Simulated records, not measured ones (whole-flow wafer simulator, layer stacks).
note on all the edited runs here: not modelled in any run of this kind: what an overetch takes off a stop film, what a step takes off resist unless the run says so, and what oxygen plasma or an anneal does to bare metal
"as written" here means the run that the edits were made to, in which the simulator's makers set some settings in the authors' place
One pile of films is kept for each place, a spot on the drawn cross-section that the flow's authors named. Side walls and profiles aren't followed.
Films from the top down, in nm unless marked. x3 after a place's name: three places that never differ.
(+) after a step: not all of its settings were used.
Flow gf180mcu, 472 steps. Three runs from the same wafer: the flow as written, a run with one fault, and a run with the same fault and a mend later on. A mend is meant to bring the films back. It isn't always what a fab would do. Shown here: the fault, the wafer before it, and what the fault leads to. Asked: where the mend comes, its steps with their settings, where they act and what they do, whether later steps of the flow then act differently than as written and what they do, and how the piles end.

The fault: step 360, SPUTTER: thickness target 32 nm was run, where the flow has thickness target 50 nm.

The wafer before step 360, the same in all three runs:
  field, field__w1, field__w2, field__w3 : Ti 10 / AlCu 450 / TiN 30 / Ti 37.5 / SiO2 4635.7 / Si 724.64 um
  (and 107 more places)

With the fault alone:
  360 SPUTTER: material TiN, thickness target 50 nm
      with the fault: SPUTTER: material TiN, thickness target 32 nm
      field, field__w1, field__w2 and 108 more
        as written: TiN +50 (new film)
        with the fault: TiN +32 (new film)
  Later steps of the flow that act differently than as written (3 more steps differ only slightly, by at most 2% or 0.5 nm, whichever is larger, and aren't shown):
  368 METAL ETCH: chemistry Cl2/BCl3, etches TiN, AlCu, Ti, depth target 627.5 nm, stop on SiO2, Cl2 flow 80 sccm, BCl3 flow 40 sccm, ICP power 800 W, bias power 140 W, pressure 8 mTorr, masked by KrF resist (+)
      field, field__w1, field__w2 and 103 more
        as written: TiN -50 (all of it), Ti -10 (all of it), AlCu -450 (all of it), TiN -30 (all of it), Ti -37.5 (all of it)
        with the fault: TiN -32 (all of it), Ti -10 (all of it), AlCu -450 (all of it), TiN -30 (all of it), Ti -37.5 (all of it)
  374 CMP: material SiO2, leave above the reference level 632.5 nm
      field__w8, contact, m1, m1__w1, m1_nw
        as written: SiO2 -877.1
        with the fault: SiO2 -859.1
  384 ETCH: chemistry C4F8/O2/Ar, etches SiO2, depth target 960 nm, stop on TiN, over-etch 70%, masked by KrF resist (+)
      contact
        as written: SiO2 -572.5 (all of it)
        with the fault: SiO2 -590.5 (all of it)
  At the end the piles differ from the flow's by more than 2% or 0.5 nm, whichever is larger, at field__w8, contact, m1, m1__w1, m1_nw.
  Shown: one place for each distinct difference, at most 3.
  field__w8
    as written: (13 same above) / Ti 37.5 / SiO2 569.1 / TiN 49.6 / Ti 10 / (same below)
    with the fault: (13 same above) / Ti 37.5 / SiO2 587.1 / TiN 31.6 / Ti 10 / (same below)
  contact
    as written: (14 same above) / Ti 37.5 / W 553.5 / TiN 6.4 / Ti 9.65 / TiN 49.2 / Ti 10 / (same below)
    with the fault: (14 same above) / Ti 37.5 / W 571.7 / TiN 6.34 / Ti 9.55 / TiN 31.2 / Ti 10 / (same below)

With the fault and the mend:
  The mend comes after step 360.
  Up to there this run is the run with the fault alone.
  360a SPUTTER: material TiN, thickness target 18 nm (the flow's step 360 once more, with other settings)
      field, field__w1, field__w2 and 108 more
        TiN +18
  No later step of the flow acts differently than as written at any place that is followed.
  At the end the piles are the same as the flow's at every place that both follow.
